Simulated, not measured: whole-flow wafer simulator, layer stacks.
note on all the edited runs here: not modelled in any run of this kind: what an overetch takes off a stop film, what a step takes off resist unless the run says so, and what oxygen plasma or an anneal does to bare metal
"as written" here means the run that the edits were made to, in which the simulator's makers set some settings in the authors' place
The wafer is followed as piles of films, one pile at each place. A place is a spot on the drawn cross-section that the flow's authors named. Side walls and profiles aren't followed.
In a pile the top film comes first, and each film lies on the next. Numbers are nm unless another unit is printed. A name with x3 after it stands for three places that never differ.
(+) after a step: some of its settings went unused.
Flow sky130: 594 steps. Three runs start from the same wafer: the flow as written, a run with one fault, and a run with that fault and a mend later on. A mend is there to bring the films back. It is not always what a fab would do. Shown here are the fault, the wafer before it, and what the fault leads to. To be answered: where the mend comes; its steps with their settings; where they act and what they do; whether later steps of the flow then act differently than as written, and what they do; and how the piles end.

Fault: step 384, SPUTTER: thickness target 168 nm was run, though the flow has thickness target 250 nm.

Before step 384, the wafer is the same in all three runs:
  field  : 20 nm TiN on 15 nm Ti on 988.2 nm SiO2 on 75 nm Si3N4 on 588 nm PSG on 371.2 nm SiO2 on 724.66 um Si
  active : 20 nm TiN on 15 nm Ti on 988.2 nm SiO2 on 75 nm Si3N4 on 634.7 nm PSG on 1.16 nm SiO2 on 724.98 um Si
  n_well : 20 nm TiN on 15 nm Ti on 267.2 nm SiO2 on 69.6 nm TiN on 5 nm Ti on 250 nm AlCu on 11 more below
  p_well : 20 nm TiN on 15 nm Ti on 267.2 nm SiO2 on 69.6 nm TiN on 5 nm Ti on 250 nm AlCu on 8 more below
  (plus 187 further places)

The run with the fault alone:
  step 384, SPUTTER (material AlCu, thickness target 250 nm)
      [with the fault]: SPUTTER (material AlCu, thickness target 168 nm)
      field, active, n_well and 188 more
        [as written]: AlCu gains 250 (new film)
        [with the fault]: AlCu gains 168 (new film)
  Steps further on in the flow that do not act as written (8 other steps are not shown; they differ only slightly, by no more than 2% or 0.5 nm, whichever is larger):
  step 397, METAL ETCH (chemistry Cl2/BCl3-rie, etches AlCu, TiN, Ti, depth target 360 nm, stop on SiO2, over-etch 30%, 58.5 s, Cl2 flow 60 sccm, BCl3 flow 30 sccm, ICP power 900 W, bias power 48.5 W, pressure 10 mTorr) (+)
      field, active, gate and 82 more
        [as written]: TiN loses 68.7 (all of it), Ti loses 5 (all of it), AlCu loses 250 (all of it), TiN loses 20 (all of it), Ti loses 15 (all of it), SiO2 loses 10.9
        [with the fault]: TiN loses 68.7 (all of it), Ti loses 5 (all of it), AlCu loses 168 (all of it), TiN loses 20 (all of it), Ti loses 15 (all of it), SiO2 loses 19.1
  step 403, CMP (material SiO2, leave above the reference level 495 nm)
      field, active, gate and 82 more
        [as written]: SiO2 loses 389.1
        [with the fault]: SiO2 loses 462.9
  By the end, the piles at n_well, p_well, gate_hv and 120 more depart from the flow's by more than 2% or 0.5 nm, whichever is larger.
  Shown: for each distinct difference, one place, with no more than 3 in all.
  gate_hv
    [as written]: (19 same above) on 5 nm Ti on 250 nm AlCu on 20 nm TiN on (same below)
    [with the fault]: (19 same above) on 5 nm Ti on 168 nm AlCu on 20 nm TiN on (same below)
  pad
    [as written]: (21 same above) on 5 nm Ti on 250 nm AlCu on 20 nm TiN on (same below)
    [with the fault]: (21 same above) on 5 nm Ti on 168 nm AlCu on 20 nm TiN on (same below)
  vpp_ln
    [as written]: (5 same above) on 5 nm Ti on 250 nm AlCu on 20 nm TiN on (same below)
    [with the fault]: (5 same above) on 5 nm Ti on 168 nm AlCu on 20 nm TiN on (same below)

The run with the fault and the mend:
  The mend stands after step 384.
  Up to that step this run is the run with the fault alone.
  step 384a, SPUTTER (material AlCu, thickness target 82 nm) (a further turn of the flow's step 384, with different settings)
      field, active, n_well and 188 more
        AlCu gains 82
  None of the later steps of the flow acts differently than as written at any place that is followed.
  At every place that both follow, the piles at the end match the flow's.
